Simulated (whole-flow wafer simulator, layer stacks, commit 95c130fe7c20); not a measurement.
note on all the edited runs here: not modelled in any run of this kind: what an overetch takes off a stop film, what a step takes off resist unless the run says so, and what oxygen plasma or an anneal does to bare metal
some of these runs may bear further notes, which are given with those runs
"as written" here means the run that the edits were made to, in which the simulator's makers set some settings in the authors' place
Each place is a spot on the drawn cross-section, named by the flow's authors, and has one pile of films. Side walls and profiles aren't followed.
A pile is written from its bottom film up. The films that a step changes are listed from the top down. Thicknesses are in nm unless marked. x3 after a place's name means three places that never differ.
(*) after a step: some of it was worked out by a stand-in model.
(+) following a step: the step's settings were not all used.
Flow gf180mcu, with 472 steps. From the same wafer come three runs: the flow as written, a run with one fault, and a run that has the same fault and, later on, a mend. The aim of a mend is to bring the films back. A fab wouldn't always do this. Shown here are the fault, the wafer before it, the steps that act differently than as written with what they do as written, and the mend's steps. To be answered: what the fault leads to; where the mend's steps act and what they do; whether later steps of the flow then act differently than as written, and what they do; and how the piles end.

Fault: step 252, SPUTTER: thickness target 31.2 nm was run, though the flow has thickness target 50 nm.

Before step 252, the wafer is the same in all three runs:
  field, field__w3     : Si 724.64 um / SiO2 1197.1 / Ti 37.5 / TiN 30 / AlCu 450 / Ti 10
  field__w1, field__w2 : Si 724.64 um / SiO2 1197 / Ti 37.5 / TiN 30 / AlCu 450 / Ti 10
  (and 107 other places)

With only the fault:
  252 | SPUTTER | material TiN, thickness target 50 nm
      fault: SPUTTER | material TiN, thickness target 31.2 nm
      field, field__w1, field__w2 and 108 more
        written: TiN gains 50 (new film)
        fault: TiN gains 31.2 (new film)
  Steps later in the flow that act otherwise than as written (3 more steps, not shown, differ only slightly: by at most 2% or 0.5 nm, whichever is larger):
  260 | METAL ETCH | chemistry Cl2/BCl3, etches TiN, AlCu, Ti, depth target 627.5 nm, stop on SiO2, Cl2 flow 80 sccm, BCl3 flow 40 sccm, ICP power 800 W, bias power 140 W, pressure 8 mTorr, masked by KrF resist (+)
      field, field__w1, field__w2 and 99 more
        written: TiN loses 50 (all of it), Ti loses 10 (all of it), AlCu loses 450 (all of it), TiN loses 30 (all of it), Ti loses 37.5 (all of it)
        fault: TiN loses 31.2 (all of it), Ti loses 10 (all of it), AlCu loses 450 (all of it), TiN loses 30 (all of it), Ti loses 37.5 (all of it)
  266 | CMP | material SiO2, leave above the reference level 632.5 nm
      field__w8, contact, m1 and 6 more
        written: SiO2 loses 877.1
        fault: SiO2 loses 858.3
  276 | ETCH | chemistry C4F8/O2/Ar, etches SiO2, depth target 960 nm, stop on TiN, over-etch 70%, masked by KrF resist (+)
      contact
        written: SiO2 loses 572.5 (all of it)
        fault: SiO2 loses 591.3 (all of it)
  At field__w8, contact, m1 and 6 more, the piles at the end differ from the flow's by more than 2% or 0.5 nm, whichever is larger.
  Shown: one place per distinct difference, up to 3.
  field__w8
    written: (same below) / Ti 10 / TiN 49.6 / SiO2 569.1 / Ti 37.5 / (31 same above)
    fault: (same below) / Ti 10 / TiN 30.8 / SiO2 587.9 / Ti 37.5 / (31 same above)
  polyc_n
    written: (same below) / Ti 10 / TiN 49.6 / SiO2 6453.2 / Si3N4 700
    fault: (same below) / Ti 10 / TiN 30.8 / SiO2 6472 / Si3N4 700
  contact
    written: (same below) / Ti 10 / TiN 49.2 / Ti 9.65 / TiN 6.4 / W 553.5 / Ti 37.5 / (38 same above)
    fault: (same below) / Ti 10 / TiN 30.4 / Ti 9.55 / TiN 6.33 / W 572.5 / Ti 37.5 / (38 same above)

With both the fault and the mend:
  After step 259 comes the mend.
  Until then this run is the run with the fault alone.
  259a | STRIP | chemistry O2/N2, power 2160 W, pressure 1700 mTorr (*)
      field__w8, contact, m1 and 6 more
        KrF resist loses 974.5 (all of it)
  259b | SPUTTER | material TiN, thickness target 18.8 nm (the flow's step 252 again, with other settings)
      field, field__w1, field__w2 and 108 more
        TiN gains 18.8
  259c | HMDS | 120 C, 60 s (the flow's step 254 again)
      alters no film at any place that is followed
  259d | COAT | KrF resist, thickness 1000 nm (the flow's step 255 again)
      field, field__w1, field__w2 and 108 more
        KrF resist gains 1000 (new film)
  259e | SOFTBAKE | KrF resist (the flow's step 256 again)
      alters no film at any place that is followed
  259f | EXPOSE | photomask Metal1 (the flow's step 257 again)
      alters no film at any place that is followed
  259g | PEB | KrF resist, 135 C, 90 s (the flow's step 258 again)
      field, field__w1, field__w2 and 108 more
        KrF resist loses 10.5
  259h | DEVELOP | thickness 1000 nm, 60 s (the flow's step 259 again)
      field, field__w1, field__w2 and 99 more
        KrF resist loses 989.5 (all of it)
      field__w8, contact, m1 and 6 more
        KrF resist loses 14.9
  Later steps of the flow that are run all act as written at every place that is followed.
  By the end, the piles equal the flow's at every place that both follow.
